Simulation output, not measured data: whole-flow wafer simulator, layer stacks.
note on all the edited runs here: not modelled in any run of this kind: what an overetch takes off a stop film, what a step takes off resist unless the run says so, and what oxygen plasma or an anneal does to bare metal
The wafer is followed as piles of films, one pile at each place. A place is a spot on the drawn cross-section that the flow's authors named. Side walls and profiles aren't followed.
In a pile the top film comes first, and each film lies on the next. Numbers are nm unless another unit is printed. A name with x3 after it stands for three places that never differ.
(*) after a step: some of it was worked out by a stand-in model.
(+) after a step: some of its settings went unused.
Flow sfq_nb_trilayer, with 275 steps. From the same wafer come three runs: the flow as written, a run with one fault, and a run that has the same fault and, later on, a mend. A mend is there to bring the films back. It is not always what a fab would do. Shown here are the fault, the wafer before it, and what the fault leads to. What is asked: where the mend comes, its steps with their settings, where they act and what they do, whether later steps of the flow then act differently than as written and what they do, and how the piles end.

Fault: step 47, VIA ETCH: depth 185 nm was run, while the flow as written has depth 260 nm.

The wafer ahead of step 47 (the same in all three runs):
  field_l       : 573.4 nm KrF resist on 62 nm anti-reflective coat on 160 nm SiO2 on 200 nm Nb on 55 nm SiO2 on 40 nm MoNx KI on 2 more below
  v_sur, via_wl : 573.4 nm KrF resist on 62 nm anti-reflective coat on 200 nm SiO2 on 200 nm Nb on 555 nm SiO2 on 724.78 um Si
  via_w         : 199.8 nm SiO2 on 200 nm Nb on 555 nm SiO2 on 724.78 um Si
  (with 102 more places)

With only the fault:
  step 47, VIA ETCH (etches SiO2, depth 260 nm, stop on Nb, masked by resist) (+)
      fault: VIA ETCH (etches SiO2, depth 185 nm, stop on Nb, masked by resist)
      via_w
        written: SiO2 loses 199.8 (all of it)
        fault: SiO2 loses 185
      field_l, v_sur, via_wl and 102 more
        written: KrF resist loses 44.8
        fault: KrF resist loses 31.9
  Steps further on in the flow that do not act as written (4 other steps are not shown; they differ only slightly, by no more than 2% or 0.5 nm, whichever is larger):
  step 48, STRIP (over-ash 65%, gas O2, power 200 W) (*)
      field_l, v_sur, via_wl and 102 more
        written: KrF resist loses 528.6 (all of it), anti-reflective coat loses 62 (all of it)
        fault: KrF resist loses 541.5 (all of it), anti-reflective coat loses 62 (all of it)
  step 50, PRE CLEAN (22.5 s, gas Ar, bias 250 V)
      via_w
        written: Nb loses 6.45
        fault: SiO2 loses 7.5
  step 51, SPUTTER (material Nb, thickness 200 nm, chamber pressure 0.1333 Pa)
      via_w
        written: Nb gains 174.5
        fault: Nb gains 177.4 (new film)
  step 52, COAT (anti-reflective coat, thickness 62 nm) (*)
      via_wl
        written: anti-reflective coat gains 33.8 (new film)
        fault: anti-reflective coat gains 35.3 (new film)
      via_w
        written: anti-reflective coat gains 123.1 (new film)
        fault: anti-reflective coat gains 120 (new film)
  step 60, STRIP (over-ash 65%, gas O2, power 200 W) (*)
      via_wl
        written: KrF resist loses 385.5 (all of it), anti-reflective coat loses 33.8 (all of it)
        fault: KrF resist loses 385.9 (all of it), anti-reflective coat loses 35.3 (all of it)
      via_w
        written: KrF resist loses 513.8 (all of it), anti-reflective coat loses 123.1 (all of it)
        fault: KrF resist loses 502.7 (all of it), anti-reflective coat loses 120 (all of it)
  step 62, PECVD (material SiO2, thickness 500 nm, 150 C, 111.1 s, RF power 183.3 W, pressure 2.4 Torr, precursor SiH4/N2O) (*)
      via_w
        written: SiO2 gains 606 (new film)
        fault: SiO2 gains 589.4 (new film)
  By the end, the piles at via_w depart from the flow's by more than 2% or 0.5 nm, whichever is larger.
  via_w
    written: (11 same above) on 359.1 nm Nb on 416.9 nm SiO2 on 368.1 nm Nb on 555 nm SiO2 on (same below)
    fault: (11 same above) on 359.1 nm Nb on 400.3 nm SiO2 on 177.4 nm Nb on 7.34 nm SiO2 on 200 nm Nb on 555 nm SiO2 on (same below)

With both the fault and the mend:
  After step 47 comes the mend.
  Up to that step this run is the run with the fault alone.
  step 47a, VIA ETCH (etches SiO2, depth 75 nm, stop on Nb, masked by resist) (+) (the flow's step 47 again, with other settings)
      field_l, v_sur, via_wl and 102 more
        KrF resist loses 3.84
      via_w
        SiO2 loses 14.8 (all of it)
  Every later step of the flow that is run acts as written, at every place that is followed, to within 2% or 0.5 nm, whichever is larger.
  At every place that both follow, the piles at the end match the flow's.
